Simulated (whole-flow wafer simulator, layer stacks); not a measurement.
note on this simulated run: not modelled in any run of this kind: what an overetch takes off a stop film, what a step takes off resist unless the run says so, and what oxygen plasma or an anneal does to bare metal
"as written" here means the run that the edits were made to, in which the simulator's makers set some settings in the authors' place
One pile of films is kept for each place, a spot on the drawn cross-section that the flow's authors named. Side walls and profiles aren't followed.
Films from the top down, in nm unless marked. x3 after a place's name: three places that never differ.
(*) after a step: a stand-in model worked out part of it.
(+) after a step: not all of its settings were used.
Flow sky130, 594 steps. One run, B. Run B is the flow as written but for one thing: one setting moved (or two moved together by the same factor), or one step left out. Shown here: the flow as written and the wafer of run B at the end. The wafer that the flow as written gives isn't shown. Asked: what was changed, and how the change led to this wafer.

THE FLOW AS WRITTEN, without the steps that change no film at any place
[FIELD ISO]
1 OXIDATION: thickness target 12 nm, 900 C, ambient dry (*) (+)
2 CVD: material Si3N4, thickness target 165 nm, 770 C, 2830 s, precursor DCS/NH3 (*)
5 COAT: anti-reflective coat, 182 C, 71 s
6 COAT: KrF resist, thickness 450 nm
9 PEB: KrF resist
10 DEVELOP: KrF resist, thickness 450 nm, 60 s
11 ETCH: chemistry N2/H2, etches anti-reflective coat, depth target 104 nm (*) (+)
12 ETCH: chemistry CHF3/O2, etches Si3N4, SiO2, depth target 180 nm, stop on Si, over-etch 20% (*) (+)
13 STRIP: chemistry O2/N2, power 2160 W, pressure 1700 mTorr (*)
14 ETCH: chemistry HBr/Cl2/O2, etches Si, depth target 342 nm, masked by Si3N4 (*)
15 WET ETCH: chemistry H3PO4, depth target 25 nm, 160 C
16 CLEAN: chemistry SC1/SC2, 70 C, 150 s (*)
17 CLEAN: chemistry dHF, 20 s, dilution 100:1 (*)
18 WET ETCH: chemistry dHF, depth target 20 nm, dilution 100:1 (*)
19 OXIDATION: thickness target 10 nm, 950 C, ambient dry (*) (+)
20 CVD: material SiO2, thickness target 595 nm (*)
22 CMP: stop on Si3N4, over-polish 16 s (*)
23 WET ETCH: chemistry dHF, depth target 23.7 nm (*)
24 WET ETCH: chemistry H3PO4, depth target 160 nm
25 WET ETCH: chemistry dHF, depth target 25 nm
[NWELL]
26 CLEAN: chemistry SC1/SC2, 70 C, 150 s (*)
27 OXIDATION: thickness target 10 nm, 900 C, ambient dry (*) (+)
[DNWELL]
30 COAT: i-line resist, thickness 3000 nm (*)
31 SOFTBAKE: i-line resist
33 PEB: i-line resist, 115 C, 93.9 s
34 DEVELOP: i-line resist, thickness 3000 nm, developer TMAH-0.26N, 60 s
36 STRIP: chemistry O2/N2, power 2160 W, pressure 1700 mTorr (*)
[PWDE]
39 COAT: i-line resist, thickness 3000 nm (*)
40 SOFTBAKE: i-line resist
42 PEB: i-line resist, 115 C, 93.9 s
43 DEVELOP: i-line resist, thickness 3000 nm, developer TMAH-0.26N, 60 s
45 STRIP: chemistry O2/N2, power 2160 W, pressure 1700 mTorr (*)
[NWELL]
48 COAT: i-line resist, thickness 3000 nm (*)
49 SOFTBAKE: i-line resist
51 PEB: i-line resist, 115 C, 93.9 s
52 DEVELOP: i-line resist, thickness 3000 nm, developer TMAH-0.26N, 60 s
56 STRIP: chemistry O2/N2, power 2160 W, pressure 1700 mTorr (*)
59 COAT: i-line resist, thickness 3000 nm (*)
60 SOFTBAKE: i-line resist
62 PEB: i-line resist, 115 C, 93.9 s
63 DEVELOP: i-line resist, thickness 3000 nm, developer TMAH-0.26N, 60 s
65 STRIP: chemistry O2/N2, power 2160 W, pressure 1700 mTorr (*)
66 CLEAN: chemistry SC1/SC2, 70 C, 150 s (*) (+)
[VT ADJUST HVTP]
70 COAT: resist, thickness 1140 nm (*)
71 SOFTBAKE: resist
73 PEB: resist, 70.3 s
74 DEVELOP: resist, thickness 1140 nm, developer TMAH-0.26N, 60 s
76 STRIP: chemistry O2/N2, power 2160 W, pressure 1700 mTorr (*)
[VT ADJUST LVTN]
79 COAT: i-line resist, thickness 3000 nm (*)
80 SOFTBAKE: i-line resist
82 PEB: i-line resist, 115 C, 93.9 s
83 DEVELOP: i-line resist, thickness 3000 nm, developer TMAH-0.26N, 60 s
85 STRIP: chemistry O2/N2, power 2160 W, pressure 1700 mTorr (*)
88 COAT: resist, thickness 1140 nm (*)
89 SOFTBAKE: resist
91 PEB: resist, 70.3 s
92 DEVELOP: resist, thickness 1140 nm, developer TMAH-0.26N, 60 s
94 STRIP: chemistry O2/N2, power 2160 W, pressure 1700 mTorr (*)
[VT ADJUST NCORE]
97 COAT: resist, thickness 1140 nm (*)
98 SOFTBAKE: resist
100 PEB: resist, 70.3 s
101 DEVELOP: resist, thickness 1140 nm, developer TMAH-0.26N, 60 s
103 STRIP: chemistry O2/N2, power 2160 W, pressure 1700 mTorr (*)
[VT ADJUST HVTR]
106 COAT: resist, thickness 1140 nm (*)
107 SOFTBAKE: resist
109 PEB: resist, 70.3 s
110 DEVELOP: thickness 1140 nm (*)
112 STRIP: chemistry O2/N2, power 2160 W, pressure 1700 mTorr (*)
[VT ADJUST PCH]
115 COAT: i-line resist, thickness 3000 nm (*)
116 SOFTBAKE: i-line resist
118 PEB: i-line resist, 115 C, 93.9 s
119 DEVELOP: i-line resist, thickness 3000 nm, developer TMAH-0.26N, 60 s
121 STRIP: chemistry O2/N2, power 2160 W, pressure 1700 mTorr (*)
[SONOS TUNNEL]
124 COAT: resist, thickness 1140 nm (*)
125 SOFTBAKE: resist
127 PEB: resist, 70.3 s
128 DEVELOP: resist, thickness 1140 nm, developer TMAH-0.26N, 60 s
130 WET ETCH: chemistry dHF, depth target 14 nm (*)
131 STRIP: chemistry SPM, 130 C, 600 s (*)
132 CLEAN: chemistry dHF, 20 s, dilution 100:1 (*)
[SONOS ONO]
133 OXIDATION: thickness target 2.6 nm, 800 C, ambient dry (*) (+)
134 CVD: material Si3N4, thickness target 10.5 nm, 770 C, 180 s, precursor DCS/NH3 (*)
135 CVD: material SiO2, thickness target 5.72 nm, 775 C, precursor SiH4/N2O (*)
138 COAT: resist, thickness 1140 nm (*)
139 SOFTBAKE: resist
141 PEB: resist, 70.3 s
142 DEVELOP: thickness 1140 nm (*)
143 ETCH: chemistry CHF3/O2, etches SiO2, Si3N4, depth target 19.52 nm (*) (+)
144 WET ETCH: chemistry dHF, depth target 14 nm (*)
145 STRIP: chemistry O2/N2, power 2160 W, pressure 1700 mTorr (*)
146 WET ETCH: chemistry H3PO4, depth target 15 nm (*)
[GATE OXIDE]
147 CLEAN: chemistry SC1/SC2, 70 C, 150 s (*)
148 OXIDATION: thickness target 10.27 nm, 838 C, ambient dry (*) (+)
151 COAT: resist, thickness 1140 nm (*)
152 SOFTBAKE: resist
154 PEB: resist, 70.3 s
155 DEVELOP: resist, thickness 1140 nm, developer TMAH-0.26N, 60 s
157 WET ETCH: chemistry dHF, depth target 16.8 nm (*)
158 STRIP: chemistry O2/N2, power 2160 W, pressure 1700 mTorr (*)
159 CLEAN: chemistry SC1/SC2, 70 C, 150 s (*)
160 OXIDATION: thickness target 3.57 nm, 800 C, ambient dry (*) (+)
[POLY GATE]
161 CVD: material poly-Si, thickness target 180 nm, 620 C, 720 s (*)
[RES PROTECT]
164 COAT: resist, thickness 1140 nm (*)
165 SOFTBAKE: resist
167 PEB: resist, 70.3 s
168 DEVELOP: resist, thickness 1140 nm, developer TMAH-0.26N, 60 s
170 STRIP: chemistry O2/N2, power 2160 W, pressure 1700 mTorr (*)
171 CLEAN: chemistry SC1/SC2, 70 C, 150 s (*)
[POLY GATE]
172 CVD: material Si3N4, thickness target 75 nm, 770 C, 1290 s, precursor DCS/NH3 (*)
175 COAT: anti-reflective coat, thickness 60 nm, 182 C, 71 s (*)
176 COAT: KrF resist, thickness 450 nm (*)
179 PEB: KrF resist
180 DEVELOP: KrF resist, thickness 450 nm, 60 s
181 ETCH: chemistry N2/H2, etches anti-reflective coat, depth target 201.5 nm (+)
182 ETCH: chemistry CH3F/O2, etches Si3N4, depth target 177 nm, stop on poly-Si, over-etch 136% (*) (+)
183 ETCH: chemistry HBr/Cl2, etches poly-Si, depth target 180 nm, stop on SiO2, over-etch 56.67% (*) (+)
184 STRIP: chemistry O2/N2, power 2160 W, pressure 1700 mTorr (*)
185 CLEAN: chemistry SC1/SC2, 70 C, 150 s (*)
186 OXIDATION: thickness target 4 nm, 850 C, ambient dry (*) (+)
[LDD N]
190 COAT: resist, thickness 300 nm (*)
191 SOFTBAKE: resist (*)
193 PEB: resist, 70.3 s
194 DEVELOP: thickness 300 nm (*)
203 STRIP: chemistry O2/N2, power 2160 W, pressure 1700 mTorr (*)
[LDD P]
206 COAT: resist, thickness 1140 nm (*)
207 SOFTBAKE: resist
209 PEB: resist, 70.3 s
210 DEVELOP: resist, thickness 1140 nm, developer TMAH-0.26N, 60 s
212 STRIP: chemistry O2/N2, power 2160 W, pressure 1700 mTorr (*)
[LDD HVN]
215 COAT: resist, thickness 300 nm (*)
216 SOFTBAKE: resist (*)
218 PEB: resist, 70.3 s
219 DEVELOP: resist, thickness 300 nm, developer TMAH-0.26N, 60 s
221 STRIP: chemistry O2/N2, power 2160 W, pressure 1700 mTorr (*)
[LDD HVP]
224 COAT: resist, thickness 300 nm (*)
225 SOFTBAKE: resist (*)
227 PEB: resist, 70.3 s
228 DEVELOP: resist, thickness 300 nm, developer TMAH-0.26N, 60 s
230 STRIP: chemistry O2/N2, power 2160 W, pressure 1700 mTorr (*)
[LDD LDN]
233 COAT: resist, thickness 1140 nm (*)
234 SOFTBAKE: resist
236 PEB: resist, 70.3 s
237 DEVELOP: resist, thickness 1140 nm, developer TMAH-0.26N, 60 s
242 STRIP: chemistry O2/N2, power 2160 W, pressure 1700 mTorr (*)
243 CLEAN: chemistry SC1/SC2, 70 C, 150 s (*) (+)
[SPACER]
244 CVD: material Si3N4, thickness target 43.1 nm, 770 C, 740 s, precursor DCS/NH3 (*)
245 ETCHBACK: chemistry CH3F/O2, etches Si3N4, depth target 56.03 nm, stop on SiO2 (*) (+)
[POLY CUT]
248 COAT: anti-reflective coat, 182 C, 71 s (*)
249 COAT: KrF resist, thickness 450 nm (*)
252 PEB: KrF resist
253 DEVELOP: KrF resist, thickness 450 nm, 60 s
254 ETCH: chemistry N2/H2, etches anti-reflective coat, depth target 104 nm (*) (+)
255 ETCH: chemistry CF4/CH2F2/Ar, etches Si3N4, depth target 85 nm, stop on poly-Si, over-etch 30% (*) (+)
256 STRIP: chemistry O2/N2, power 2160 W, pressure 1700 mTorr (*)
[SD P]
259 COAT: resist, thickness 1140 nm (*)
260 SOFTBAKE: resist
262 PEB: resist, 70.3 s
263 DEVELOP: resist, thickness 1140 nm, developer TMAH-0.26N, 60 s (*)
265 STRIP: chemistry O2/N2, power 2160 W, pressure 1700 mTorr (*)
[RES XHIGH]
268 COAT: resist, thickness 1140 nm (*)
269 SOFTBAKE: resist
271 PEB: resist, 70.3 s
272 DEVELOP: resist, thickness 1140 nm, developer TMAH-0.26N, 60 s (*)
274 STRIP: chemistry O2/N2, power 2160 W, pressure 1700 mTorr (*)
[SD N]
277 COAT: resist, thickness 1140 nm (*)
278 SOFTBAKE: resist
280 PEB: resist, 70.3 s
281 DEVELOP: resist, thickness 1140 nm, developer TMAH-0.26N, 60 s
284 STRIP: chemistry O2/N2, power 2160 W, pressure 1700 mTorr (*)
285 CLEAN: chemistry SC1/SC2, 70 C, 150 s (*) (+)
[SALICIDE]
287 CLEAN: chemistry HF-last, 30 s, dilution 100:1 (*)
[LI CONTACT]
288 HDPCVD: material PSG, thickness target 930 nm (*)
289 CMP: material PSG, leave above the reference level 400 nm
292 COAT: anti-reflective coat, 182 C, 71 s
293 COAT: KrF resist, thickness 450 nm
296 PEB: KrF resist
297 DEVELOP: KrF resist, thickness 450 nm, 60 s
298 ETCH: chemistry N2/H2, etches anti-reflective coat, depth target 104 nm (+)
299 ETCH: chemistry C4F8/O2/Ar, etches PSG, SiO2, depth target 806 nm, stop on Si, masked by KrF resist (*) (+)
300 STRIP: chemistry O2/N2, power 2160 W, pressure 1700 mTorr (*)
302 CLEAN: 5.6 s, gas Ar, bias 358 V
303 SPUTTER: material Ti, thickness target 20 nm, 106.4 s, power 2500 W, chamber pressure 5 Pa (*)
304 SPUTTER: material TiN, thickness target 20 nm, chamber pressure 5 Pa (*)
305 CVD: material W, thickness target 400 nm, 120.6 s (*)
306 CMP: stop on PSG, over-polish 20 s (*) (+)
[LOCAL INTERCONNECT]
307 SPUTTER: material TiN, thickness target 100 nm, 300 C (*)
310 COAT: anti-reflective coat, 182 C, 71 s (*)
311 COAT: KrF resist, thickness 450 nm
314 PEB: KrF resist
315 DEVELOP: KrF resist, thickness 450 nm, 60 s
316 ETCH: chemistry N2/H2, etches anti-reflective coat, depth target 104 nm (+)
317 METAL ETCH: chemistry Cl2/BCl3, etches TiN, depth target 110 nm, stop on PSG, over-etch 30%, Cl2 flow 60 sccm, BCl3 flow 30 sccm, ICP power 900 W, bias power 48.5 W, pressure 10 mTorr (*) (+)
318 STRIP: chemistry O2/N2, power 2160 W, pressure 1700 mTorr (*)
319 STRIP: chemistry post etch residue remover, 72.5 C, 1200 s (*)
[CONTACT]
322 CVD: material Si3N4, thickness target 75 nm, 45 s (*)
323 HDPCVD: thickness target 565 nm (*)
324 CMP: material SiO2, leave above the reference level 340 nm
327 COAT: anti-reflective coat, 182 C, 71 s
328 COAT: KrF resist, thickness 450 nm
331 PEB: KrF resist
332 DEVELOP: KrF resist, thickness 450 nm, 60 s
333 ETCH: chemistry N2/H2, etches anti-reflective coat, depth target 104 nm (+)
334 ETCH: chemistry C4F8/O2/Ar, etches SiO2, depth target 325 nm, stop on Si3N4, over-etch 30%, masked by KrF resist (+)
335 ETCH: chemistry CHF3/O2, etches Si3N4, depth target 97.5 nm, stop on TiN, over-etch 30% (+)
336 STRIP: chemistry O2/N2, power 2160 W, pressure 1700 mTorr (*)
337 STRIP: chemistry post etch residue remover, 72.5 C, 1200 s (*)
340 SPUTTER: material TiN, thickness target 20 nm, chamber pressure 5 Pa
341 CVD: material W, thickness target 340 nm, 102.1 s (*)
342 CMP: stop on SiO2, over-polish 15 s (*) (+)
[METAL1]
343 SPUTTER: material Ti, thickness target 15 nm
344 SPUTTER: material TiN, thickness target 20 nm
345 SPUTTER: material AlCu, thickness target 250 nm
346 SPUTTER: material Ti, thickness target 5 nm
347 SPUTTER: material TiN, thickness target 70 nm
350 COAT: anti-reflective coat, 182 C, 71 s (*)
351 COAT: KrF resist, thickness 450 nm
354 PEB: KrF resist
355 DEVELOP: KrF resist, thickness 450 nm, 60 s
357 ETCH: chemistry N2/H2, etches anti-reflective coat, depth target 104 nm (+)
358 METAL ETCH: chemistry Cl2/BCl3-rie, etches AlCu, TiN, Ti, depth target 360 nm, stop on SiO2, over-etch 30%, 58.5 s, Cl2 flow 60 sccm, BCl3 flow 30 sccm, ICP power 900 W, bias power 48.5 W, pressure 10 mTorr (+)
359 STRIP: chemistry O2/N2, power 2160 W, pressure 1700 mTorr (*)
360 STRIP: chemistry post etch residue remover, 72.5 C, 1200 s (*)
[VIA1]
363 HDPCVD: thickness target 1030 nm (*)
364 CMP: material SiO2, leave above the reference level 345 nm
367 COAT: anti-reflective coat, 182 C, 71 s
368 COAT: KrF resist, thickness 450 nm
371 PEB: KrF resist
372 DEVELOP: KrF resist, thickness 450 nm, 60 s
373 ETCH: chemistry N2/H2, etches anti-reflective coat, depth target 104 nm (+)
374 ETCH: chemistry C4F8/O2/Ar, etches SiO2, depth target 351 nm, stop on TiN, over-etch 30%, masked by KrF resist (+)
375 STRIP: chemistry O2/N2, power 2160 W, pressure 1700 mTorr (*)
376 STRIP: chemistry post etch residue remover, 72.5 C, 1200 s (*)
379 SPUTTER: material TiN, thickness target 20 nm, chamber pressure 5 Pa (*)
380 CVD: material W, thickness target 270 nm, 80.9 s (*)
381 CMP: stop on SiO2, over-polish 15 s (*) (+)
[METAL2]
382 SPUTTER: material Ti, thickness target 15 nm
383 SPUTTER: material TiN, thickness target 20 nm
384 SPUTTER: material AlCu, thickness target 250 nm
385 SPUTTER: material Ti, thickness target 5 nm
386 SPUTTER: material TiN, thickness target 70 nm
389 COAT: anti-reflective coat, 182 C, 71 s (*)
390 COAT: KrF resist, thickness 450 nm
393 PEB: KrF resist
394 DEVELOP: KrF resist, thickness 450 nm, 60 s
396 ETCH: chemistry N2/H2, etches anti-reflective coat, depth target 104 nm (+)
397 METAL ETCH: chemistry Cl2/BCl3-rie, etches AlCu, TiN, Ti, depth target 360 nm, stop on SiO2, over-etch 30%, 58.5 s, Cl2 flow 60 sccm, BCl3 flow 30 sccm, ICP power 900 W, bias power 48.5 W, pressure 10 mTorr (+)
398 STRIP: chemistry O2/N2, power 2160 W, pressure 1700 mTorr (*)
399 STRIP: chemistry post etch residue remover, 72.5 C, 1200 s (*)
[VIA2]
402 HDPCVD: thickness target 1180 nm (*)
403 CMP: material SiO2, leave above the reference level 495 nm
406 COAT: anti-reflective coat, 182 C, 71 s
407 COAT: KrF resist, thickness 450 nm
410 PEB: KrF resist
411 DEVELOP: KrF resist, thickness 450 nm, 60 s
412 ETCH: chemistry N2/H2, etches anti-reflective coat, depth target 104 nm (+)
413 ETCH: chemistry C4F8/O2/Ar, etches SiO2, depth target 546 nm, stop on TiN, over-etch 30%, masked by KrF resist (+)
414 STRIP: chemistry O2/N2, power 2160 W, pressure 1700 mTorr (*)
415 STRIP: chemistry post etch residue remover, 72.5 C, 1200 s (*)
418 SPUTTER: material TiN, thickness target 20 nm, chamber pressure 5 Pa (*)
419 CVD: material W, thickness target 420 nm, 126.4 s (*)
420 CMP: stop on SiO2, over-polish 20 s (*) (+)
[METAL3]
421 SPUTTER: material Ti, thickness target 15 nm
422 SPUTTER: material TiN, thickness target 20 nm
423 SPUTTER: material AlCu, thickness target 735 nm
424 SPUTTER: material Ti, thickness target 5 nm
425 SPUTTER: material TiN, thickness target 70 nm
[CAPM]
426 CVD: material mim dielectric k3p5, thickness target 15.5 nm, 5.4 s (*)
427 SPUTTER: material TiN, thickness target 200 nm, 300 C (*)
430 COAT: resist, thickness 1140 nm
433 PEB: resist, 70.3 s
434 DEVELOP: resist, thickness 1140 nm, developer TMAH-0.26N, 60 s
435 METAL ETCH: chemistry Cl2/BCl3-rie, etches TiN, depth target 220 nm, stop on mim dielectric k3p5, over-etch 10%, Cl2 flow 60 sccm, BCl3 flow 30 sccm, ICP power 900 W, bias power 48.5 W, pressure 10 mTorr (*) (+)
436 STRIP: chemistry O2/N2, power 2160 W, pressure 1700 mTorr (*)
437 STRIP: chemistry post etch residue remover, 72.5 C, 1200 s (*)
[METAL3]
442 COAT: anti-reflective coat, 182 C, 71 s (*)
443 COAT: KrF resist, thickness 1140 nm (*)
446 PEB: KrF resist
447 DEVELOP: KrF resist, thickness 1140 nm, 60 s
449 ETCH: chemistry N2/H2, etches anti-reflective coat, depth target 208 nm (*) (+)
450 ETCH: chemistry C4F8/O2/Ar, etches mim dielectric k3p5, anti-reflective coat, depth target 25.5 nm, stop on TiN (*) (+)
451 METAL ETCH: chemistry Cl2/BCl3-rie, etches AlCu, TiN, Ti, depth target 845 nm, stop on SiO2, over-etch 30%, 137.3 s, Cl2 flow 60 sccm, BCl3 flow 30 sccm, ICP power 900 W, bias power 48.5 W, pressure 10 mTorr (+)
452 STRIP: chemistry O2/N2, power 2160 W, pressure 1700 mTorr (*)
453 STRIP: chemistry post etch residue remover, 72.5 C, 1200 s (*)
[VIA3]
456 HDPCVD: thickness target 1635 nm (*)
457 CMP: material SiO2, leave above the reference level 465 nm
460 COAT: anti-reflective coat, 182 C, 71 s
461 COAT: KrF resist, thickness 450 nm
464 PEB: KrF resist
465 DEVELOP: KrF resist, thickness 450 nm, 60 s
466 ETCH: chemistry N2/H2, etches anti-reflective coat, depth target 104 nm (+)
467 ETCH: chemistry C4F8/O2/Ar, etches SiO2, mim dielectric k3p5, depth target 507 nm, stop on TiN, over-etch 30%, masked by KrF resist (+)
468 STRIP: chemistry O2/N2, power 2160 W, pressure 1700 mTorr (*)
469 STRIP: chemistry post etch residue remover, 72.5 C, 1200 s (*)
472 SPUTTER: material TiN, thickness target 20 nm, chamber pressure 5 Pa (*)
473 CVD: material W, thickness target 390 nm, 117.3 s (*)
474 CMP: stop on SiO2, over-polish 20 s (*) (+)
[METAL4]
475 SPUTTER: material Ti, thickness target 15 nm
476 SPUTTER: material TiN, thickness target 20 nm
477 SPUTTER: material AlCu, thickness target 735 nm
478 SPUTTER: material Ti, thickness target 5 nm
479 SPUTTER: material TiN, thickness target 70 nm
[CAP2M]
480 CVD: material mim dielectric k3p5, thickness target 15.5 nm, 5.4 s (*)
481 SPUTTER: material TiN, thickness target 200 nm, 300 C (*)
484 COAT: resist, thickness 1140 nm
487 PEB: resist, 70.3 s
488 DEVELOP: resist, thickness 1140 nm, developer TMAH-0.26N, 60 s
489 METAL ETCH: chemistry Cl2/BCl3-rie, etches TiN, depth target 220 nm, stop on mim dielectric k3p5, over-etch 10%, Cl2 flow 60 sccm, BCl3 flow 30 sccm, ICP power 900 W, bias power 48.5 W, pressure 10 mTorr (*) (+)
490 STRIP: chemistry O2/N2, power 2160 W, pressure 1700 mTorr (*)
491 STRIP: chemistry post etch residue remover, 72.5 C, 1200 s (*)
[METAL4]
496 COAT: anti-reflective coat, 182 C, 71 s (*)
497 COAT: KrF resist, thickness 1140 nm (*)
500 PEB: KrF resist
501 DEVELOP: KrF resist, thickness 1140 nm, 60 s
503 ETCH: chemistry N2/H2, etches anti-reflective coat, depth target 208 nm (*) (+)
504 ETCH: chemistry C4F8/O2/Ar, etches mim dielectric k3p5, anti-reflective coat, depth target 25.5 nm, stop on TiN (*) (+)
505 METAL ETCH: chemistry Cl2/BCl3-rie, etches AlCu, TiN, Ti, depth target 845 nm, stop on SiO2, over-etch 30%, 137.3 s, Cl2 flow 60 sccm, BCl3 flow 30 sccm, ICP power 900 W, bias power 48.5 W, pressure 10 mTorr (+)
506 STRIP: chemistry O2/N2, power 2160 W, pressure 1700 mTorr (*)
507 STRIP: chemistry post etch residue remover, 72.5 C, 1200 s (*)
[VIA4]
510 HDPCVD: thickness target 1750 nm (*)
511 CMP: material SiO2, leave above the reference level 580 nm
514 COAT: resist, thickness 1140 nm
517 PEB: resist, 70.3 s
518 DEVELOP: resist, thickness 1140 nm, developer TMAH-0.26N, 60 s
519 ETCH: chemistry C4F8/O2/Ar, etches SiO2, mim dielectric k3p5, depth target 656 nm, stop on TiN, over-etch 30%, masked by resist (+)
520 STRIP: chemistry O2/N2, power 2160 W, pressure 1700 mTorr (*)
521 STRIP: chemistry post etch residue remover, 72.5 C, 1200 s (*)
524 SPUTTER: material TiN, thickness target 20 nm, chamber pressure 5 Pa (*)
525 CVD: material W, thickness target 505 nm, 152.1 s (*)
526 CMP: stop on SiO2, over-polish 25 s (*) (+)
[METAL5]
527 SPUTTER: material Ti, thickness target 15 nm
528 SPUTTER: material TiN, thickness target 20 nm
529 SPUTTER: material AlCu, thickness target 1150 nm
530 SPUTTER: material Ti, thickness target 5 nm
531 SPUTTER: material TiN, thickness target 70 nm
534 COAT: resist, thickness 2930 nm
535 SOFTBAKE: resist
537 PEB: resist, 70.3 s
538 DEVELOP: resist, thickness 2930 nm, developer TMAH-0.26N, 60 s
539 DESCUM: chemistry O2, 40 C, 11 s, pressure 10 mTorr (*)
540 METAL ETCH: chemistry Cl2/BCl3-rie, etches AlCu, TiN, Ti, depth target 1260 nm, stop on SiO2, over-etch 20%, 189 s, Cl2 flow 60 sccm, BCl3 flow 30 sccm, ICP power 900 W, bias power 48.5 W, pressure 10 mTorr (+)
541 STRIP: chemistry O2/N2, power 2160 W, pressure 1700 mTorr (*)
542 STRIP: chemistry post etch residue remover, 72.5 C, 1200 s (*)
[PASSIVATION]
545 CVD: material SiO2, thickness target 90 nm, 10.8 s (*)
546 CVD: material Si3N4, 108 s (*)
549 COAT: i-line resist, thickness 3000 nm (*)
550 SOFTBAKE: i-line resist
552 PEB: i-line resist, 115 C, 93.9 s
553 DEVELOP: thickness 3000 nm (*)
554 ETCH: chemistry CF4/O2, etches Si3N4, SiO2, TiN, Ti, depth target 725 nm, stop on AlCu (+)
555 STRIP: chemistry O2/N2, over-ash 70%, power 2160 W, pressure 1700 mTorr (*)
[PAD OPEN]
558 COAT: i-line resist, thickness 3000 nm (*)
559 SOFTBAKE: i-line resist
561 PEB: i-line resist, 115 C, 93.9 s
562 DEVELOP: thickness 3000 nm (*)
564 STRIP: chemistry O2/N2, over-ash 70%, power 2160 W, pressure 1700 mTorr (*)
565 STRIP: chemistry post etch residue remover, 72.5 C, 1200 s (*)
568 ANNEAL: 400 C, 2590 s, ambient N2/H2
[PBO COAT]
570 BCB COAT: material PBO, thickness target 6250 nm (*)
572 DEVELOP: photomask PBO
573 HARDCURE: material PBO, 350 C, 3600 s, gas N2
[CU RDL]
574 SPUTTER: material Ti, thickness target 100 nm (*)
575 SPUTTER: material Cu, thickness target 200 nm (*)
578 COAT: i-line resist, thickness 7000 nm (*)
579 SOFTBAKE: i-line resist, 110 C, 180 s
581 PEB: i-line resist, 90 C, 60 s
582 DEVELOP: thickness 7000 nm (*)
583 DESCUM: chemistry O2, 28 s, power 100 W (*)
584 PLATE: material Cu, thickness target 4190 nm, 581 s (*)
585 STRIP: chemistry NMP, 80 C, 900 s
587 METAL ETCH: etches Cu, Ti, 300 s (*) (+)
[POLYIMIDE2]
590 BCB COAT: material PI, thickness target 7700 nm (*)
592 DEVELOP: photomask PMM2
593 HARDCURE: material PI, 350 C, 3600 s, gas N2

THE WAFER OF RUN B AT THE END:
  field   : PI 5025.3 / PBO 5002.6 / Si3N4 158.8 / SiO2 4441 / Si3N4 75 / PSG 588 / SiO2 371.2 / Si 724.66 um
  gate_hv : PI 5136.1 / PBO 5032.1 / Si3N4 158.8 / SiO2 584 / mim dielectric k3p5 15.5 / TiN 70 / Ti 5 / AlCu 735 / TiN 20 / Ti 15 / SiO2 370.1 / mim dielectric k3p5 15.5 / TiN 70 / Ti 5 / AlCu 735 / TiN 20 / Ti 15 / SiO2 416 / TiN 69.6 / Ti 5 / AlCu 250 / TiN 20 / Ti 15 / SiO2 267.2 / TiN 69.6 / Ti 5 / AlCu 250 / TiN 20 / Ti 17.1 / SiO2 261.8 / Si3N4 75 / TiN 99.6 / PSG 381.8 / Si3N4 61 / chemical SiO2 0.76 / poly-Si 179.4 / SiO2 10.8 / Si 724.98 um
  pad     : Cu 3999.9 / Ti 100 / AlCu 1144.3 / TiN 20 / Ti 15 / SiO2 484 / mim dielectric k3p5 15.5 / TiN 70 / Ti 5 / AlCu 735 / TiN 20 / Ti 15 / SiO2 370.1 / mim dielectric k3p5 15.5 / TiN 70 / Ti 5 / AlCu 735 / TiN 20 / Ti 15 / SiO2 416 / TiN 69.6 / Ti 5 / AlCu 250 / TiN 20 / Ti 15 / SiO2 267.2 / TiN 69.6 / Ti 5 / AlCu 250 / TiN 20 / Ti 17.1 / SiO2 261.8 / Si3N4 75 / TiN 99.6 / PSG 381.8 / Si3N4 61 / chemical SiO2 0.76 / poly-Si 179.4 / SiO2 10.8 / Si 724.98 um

The cause: step 343, SPUTTER: thickness target 17.1 nm was run, where the flow has thickness target 15 nm.
It can be read off the wafer: gate_hv has Ti 17.1, and step 343 as written asks for 15 nm.

How the change led to this, step by step:
  343 SPUTTER: material Ti, thickness target 15 nm
      field, active, n_well and 188 more: Ti +17.1 (new film) (as written it would be: Ti +15 (new film))
  358 METAL ETCH: chemistry Cl2/BCl3-rie, etches AlCu, TiN, Ti, depth target 360 nm, stop on SiO2, over-etch 30%, 58.5 s, Cl2 flow 60 sccm, BCl3 flow 30 sccm, ICP power 900 W, bias power 48.5 W, pressure 10 mTorr (+)
      field, active, gate and 81 more: TiN -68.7 (all of it), Ti -5 (all of it), AlCu -250 (all of it), TiN -20 (all of it), Ti -17.1 (all of it), SiO2 -10.7 (as written it would be: TiN -68.7 (all of it), Ti -5 (all of it), AlCu -250 (all of it), TiN -20 (all of it), Ti -15 (all of it), SiO2 -10.9)
